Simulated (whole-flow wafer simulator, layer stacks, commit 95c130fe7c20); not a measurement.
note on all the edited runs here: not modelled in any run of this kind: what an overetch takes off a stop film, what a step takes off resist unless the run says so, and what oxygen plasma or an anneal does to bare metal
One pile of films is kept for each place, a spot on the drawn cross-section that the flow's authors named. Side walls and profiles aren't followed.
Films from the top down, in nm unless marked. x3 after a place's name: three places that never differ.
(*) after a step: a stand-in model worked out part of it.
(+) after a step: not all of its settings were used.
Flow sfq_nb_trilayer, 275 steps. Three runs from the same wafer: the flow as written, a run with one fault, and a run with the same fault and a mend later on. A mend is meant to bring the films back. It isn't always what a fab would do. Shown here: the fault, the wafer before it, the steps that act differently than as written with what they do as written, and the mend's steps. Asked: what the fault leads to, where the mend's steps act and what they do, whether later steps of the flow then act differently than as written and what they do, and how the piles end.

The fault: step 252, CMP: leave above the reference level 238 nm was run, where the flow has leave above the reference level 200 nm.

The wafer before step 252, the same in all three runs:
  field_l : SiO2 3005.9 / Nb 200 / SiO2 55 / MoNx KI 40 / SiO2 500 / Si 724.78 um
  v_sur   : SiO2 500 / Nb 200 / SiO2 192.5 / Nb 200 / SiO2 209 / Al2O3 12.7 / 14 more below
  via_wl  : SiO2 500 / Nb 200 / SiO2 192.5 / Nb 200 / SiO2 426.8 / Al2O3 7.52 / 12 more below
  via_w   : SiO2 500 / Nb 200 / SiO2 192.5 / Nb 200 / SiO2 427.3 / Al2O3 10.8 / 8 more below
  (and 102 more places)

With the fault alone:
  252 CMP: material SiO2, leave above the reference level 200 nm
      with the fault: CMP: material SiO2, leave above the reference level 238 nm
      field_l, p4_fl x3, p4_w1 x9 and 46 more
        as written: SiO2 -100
        with the fault: SiO2 -62
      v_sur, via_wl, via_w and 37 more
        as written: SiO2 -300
        with the fault: SiO2 -262
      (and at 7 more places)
  Later steps of the flow that act differently than as written (3 more steps differ only slightly, by at most 2% or 0.5 nm, whichever is larger, and aren't shown):
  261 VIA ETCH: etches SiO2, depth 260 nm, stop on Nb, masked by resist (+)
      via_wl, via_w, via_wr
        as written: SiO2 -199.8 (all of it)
        with the fault: SiO2 -237.8 (all of it)
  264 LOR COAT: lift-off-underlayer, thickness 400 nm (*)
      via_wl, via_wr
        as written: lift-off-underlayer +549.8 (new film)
        with the fault: lift-off-underlayer +578.2 (new film)
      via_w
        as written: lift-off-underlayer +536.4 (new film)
        with the fault: lift-off-underlayer +562.3 (new film)
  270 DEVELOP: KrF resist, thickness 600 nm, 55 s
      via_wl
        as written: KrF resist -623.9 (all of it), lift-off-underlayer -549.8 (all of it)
        with the fault: KrF resist -628.6 (all of it), lift-off-underlayer -578.2 (all of it)
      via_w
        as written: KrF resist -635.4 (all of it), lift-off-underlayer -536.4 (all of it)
        with the fault: KrF resist -642.4 (all of it), lift-off-underlayer -562.3 (all of it)
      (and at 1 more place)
  At the end the piles differ from the flow's by more than 2% or 0.5 nm, whichever is larger, at v_sur, via_sp, via_v and 83 more.
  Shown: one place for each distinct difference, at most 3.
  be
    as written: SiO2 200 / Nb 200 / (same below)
    with the fault: SiO2 238 / Nb 200 / (same below)
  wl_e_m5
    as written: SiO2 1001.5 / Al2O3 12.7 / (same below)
    with the fault: SiO2 1039.5 / Al2O3 12.7 / (same below)
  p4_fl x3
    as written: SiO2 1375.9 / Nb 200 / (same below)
    with the fault: SiO2 1413.9 / Nb 200 / (same below)

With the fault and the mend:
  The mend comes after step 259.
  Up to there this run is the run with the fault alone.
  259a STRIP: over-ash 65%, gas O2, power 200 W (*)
      field_l, v_sur, via_sp and 100 more
        KrF resist -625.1 (all of it), anti-reflective coat -62 (all of it)
      via_wl, via_w, via_wr
        anti-reflective coat -62 (all of it)
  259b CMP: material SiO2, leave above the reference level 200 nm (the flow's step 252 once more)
      field_l, v_sur, via_wl and 103 more
        SiO2 -38
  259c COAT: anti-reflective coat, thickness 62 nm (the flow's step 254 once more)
      field_l, v_sur, via_wl and 103 more
        anti-reflective coat +62 (new film)
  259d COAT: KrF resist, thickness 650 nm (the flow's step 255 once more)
      field_l, v_sur, via_wl and 103 more
        KrF resist +650 (new film)
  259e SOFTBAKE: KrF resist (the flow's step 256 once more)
      changes no film at any place that is followed
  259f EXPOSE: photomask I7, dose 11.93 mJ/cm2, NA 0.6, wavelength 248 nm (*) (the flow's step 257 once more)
      changes no film at any place that is followed
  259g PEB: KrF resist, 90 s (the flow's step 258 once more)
      field_l, v_sur, via_wl and 103 more
        KrF resist -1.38
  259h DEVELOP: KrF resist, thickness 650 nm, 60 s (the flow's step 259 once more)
      field_l, v_sur, via_sp and 100 more
        KrF resist -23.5
      via_wl, via_w, via_wr
        KrF resist -648.6 (all of it)
  No later step of the flow acts differently than as written at any place that is followed.
  At the end the piles are the same as the flow's at every place that both follow.
